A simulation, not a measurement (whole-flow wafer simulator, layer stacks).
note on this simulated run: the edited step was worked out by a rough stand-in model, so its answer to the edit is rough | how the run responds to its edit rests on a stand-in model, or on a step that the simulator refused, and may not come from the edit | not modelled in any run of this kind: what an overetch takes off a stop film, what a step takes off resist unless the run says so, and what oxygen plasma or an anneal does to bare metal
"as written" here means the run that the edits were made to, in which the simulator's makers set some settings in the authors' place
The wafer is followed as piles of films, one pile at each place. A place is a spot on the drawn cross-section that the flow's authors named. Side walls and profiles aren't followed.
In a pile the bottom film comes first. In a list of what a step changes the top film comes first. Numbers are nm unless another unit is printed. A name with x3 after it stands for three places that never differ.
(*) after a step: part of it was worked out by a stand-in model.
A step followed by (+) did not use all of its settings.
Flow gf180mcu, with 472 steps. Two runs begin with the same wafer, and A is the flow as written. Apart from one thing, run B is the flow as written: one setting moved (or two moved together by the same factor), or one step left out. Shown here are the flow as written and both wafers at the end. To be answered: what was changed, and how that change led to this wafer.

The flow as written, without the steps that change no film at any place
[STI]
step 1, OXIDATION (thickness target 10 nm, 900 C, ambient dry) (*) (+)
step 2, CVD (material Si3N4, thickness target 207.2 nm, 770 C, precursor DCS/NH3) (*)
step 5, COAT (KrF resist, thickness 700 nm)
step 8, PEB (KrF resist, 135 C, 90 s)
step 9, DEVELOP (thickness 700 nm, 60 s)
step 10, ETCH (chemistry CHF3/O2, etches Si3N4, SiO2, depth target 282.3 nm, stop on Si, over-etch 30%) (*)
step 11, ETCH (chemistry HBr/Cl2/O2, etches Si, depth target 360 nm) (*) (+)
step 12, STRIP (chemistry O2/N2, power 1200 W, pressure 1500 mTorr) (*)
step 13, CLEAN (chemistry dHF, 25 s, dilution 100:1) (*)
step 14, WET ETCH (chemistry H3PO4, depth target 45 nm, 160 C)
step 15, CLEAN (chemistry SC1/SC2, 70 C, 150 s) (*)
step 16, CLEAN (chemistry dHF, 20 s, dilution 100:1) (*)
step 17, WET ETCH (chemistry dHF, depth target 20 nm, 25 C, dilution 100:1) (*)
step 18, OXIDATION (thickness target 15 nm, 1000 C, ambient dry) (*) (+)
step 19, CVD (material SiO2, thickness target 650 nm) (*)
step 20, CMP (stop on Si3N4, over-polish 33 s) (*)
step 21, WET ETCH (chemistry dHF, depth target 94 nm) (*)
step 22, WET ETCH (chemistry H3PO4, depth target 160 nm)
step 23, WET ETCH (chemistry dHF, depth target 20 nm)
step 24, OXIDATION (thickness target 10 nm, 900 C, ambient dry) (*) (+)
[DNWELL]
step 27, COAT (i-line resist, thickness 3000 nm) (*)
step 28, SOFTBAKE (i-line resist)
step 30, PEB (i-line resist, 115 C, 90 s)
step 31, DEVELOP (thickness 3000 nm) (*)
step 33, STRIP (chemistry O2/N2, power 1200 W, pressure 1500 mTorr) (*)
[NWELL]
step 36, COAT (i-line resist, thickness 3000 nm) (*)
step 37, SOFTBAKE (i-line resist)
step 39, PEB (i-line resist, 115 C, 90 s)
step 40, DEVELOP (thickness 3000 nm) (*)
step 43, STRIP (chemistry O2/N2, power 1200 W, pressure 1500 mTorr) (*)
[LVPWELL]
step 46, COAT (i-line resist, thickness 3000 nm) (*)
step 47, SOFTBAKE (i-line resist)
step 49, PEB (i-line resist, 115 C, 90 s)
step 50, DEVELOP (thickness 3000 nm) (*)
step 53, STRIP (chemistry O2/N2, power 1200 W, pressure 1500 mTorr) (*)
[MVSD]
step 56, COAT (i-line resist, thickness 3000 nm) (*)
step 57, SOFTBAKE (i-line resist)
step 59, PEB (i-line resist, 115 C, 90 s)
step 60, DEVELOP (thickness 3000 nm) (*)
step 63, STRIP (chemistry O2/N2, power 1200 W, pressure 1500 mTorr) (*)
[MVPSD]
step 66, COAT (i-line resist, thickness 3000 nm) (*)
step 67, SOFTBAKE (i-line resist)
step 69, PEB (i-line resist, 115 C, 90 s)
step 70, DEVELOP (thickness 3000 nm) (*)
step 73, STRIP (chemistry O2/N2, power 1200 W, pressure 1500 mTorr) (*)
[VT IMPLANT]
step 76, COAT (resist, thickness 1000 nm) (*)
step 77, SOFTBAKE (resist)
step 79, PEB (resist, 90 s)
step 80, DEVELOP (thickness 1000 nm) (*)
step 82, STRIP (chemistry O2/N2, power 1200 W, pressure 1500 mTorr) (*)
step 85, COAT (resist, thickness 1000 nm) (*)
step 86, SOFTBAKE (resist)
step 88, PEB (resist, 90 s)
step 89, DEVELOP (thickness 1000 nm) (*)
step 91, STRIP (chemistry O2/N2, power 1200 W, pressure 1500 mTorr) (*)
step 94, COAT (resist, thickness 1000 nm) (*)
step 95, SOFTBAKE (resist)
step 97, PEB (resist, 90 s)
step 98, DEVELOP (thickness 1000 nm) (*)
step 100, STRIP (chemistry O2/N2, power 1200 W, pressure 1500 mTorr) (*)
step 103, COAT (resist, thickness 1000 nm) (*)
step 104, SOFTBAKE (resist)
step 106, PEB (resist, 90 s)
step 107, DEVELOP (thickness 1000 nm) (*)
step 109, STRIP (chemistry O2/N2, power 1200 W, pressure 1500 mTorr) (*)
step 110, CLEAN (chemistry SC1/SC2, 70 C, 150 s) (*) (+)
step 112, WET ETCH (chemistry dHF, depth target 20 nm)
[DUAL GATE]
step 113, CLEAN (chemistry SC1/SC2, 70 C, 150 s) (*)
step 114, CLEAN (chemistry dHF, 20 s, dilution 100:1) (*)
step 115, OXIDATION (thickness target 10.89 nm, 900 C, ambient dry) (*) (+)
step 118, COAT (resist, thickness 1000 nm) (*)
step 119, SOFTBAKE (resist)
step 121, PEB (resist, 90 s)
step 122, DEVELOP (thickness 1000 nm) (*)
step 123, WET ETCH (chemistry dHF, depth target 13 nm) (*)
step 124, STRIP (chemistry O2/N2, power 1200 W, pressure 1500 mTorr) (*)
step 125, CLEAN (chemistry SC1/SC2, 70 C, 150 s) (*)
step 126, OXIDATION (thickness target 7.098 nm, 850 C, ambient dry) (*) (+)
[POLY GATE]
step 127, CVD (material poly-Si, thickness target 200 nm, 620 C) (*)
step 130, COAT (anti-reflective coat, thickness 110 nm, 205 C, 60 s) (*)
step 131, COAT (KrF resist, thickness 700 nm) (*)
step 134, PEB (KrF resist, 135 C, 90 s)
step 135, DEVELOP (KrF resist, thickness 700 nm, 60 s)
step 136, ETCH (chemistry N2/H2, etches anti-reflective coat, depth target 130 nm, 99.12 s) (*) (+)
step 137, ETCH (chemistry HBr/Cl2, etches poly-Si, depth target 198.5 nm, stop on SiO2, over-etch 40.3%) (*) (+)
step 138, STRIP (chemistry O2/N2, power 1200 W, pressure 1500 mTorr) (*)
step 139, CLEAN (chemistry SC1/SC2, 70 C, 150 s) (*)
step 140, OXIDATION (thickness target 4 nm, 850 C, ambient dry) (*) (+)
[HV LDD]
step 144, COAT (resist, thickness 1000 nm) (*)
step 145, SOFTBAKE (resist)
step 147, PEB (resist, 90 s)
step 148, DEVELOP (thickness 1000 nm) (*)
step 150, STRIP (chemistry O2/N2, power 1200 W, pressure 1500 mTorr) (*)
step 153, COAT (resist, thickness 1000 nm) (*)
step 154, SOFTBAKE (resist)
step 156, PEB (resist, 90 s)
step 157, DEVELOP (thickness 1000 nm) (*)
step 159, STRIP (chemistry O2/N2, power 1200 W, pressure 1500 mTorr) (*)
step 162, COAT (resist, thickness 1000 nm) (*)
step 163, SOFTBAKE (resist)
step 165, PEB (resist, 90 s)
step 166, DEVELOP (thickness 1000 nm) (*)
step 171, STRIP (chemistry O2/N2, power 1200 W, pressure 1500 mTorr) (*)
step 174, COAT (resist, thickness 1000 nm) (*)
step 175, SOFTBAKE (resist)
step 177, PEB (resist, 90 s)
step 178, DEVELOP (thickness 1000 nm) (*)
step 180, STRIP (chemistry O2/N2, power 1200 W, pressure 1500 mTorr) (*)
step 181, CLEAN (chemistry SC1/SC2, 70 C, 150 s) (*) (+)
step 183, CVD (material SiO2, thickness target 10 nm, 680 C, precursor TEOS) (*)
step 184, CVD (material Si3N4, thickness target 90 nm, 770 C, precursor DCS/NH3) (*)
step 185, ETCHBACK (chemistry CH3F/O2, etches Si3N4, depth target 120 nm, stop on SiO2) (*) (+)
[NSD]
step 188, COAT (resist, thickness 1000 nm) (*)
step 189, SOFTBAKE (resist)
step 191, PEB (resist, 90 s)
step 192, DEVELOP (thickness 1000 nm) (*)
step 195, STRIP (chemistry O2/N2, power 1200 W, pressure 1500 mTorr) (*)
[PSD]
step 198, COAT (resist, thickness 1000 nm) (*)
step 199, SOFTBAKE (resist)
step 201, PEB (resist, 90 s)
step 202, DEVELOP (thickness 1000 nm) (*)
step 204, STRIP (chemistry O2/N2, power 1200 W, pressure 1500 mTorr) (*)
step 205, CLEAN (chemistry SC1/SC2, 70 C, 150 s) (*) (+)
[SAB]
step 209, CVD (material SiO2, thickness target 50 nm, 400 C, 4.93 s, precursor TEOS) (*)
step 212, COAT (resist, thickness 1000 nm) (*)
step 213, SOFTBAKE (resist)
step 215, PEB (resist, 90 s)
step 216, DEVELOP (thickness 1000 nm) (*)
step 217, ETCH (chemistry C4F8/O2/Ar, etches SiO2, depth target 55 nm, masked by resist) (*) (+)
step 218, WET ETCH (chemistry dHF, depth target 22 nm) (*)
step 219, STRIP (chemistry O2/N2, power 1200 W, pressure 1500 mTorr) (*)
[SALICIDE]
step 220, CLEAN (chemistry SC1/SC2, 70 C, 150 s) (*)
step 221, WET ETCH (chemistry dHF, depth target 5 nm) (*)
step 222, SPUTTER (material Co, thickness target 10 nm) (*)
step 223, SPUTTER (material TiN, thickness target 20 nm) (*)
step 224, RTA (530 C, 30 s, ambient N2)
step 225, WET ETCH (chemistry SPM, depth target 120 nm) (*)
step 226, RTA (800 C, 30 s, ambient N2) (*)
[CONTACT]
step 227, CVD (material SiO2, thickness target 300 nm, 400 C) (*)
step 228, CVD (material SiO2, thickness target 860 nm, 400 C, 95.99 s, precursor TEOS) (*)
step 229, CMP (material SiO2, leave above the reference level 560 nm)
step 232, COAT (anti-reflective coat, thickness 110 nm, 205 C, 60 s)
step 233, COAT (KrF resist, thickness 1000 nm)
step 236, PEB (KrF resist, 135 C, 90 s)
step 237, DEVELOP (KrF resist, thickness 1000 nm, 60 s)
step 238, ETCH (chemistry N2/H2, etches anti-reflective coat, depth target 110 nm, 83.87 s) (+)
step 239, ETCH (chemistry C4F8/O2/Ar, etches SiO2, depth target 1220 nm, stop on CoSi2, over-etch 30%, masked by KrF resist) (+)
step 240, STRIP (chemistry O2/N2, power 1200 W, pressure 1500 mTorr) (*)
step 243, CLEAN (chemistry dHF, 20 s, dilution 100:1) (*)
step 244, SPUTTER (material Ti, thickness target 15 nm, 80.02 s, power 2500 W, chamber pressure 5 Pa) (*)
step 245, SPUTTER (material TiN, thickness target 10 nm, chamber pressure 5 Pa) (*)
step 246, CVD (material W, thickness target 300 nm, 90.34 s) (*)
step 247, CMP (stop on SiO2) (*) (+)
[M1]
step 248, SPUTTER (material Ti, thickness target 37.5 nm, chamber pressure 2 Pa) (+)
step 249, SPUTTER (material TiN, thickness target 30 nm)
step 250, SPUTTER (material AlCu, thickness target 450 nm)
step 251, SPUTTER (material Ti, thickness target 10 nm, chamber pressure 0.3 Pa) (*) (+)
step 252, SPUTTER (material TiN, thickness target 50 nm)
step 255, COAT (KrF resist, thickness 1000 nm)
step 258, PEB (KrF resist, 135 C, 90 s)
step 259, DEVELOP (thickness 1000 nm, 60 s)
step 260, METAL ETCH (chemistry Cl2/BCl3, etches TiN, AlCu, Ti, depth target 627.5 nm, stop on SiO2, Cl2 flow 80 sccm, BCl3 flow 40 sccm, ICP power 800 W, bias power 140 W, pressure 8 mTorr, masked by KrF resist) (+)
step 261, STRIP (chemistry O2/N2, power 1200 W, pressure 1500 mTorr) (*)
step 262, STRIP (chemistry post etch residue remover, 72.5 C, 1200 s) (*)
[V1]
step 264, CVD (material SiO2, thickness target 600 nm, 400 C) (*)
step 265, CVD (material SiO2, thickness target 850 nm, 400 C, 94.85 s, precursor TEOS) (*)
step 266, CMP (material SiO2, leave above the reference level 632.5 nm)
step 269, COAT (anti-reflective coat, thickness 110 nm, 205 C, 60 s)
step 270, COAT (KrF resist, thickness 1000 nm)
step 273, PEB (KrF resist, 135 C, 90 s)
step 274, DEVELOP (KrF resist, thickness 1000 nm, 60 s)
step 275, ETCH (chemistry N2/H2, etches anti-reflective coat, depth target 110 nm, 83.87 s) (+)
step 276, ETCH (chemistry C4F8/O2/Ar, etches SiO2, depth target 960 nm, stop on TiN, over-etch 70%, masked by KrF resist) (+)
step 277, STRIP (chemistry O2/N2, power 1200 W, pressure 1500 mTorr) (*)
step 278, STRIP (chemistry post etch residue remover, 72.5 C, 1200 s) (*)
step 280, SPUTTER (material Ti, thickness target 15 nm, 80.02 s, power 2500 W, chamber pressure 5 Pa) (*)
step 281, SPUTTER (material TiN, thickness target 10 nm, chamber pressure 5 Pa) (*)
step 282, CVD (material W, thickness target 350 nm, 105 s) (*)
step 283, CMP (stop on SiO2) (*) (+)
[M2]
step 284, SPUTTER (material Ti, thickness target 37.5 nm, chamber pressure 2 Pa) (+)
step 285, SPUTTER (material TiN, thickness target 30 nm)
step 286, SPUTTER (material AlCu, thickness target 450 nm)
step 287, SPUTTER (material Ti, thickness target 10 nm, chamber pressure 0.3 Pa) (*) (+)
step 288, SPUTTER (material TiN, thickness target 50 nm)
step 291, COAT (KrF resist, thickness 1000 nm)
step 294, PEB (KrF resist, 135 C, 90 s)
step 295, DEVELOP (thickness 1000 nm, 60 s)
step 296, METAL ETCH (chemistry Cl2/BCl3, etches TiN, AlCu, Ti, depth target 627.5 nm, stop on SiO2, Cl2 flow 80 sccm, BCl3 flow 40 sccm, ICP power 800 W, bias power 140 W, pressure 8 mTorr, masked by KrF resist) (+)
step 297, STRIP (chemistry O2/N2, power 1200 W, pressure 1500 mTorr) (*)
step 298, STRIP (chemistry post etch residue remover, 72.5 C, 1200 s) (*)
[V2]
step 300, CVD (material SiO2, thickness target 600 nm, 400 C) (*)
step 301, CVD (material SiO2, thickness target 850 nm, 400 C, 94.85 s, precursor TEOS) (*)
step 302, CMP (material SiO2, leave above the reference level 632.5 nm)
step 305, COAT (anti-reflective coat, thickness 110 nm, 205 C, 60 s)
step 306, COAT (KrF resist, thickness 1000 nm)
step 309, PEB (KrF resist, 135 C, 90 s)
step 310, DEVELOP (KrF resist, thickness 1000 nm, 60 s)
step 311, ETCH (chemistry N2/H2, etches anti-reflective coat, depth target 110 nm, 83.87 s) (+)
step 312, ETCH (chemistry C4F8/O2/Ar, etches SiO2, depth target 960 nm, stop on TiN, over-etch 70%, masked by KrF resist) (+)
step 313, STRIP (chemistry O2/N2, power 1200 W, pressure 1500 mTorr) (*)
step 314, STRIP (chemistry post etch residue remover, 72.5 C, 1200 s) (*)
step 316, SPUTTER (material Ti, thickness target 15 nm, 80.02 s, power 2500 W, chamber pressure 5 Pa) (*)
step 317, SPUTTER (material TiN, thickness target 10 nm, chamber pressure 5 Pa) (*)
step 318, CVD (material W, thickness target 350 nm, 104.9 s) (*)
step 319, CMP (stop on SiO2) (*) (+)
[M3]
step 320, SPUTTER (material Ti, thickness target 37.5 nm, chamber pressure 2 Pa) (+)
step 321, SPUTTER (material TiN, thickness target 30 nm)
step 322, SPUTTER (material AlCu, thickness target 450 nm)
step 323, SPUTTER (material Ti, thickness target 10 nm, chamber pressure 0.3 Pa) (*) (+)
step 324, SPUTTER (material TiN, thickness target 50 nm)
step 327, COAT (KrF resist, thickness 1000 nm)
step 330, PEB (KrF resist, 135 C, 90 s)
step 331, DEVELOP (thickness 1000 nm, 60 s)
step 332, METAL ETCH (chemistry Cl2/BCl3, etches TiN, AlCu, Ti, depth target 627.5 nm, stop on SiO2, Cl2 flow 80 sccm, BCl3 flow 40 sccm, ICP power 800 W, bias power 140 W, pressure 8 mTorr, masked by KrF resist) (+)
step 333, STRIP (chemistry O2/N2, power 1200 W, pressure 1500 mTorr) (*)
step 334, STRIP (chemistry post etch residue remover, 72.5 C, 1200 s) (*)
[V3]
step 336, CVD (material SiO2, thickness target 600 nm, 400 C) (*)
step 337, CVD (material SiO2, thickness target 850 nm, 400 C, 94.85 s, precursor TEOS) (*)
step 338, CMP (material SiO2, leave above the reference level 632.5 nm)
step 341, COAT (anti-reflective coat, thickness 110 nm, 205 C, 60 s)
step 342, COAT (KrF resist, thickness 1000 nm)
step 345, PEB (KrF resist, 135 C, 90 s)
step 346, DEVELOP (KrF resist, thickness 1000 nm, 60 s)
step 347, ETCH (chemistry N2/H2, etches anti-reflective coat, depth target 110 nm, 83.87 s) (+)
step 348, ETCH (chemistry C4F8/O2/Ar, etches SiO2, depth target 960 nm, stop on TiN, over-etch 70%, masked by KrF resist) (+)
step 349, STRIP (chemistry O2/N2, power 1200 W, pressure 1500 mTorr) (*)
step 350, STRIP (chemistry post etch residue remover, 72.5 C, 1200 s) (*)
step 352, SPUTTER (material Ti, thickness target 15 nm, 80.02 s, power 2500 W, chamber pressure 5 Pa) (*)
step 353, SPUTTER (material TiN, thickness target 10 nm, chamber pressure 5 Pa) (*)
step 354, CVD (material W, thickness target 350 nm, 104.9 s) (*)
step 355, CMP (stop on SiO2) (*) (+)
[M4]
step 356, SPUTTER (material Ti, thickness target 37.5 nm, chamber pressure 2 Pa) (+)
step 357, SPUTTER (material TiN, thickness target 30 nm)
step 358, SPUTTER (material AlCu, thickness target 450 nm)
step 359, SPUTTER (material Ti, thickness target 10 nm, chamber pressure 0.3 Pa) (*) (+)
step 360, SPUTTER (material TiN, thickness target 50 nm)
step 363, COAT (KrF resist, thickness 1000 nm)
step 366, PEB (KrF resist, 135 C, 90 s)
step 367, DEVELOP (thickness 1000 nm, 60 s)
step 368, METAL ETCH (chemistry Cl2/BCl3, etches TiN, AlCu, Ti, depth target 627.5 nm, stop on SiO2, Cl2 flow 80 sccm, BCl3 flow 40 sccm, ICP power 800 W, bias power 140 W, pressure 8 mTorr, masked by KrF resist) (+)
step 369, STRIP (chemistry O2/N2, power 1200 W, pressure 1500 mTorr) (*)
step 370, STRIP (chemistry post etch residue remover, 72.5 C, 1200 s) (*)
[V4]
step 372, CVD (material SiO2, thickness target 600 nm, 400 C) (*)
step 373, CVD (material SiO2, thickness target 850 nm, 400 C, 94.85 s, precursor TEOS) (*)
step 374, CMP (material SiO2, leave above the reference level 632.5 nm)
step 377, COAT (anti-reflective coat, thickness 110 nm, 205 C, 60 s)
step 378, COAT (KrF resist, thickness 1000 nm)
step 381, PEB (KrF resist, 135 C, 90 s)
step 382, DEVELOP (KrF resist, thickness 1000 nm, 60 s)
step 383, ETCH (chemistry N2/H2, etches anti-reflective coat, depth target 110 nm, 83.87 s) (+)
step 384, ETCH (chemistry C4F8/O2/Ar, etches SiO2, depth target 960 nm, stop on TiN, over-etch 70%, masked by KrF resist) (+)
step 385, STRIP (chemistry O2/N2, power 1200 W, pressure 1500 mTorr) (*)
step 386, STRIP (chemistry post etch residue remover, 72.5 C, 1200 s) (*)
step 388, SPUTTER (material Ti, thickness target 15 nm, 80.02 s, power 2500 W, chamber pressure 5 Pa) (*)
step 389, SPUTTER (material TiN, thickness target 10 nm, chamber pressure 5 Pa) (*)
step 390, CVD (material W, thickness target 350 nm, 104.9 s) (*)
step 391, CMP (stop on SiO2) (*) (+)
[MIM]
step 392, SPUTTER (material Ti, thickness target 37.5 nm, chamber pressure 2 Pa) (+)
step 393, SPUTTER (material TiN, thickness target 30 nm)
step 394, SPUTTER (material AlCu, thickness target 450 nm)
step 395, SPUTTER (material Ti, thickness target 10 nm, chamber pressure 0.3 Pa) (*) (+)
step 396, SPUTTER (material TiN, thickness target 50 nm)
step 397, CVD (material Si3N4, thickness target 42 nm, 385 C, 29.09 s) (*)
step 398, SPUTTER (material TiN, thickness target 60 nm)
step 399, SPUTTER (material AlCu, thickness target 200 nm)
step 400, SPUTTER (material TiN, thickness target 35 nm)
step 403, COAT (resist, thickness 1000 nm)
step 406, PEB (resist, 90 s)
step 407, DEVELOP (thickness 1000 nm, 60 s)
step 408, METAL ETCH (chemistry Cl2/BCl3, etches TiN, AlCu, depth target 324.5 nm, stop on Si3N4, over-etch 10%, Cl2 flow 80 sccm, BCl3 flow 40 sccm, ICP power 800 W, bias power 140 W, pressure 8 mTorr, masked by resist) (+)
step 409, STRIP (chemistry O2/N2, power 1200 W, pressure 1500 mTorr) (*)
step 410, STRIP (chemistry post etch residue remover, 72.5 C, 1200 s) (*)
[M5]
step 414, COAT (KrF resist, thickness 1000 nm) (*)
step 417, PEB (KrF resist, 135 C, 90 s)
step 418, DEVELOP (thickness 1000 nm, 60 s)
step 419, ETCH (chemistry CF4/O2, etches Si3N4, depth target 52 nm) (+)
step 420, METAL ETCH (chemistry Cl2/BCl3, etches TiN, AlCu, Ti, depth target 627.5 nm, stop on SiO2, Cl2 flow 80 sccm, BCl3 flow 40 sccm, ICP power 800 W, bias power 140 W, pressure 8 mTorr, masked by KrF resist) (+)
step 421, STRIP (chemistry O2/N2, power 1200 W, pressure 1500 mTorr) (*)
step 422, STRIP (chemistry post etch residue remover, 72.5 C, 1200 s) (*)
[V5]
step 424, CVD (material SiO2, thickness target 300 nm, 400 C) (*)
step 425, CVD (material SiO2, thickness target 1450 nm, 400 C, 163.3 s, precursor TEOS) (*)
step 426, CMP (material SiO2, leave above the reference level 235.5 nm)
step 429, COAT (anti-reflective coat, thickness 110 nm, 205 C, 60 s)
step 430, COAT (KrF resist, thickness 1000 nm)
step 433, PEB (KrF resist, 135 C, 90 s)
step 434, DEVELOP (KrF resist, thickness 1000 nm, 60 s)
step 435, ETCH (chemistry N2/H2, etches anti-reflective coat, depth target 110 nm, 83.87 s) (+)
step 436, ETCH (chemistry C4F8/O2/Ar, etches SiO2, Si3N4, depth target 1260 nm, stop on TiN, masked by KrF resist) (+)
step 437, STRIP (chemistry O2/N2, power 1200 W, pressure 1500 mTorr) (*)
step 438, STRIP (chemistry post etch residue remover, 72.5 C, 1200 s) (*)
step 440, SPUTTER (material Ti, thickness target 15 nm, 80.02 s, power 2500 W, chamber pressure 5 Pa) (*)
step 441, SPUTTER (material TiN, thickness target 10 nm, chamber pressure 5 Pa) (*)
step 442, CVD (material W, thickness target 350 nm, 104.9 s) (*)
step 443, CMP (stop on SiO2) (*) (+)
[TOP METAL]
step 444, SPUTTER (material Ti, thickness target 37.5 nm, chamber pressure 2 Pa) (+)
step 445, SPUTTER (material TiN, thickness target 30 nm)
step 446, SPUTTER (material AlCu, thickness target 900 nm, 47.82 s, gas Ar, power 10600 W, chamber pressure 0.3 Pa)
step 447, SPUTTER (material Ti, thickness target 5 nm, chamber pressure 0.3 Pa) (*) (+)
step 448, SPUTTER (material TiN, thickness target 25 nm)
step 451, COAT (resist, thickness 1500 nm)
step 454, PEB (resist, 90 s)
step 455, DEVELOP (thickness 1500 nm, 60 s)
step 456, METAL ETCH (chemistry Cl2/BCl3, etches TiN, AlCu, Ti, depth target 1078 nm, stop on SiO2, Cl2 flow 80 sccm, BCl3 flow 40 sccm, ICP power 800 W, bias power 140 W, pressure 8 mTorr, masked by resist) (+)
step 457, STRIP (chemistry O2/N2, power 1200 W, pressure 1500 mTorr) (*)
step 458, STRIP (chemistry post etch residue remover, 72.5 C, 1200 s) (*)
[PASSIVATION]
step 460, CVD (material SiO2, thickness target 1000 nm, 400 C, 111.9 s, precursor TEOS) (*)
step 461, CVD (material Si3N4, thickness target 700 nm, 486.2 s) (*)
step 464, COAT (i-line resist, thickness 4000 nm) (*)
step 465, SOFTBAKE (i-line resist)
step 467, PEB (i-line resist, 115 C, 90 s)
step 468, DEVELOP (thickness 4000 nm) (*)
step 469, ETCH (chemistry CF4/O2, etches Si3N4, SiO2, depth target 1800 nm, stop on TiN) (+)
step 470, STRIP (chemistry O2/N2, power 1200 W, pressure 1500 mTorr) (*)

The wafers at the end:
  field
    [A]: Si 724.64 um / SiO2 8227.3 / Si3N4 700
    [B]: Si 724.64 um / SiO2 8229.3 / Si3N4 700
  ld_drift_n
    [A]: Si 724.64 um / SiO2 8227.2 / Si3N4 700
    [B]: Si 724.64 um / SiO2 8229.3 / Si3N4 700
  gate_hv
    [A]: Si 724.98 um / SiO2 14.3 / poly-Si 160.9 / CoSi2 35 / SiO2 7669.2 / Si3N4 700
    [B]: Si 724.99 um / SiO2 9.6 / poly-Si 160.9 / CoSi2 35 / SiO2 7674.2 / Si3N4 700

The reason: step 115, OXIDATION: thickness target 5.443 nm was run, whereas the flow has thickness target 10.89 nm.

How this came from the change, step by step:
  step 115, OXIDATION (thickness target 10.89 nm, 900 C, ambient dry) (*) (+)
      active, n_well, p_well and 40 more: A SiO2 gains 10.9 (new film), Si loses 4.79 | B SiO2 gains 5.44 (new film), Si loses 2.4
      sti, mim_1p0, pad and 23 more: A SiO2 gains 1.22, Si loses 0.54 | B SiO2 gains 0.37, Si loses 0.16
      (and at 23 other places as well)
  step 123, WET ETCH (chemistry dHF, depth target 13 nm) (*)
      active, n_well, p_well and 12 more: A SiO2 loses 10.9 (all of it) | B SiO2 loses 5.44 (all of it)
  step 126, OXIDATION (thickness target 7.098 nm, 850 C, ambient dry) (*) (+)
      gate_hv, active_hv, active_nat and 25 more: A SiO2 gains 3.72, Si loses 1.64 | B SiO2 gains 4.49, Si loses 1.98
  step 130, COAT (anti-reflective coat, thickness 110 nm, 205 C, 60 s) (*)
      p_well, spacer, sd_n: A anti-reflective coat gains 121 (new film) | B anti-reflective coat gains 118.2 (new film)
      active: A anti-reflective coat gains 117.2 (new film) | B anti-reflective coat gains 114.8 (new film)
      (and at 3 other places as well)
  step 136, ETCH (chemistry N2/H2, etches anti-reflective coat, depth target 130 nm, 99.12 s) (*) (+)
      p_well, spacer, sd_n: A anti-reflective coat loses 121 (all of it), poly-Si loses 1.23 | B anti-reflective coat loses 118.2 (all of it), poly-Si loses 1.3
      active: A anti-reflective coat loses 117.2 (all of it), poly-Si loses 1.33 | B anti-reflective coat loses 114.8 (all of it), poly-Si loses 1.39
      (and at 2 other places as well)
  step 138, STRIP (chemistry O2/N2, power 1200 W, pressure 1500 mTorr) (*)
      gate: A chemical SiO2 gains 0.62 (new film), KrF resist loses 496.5 (all of it), anti-reflective coat loses 117 (all of it), poly-Si loses 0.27 | B chemical SiO2 gains 0.62 (new film), KrF resist loses 495.9 (all of it), anti-reflective coat loses 114.6 (all of it), poly-Si loses 0.27
  step 145, SOFTBAKE (resist)
      active_nat: A resist gains 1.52 | B resist gains 2.57
  step 154, SOFTBAKE (resist)
      active_nat: A resist gains 1.52 | B resist gains 2.57
  step 163, SOFTBAKE (resist)
      active_nat: A resist gains 1.52 | B resist gains 2.57
  step 175, SOFTBAKE (resist)
      active_nat: A resist gains 1.52 | B resist gains 2.57
  step 189, SOFTBAKE (resist)
      active_hv: A resist gains 0.78 | B resist gains 0.22
  step 199, SOFTBAKE (resist)
      active_hv: A resist gains 0.78 | B resist gains 0.22
  step 218, WET ETCH (chemistry dHF, depth target 22 nm) (*)
      ldn_tap, ldn_src, ldn_drn, ldp_tap, ldp_src, ldp_drn, ldp_gr: A SiO2 loses 16 (all of it) | B SiO2 loses 11.4 (all of it)
      ld_drn_n, ld_sd_p: A SiO2 loses 14.8 (all of it) | B SiO2 loses 10.3 (all of it)
      (and at 5 other places as well)
  step 223, SPUTTER (material TiN, thickness target 20 nm) (*)
      field__w12: A TiN gains 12 (new film) | B TiN gains 12.6 (new film)
  step 225, WET ETCH (chemistry SPM, depth target 120 nm) (*)
      field__w12: A TiN loses 12 (all of it), Co loses 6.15 (all of it) | B TiN loses 12.6 (all of it), Co loses 6.15 (all of it)
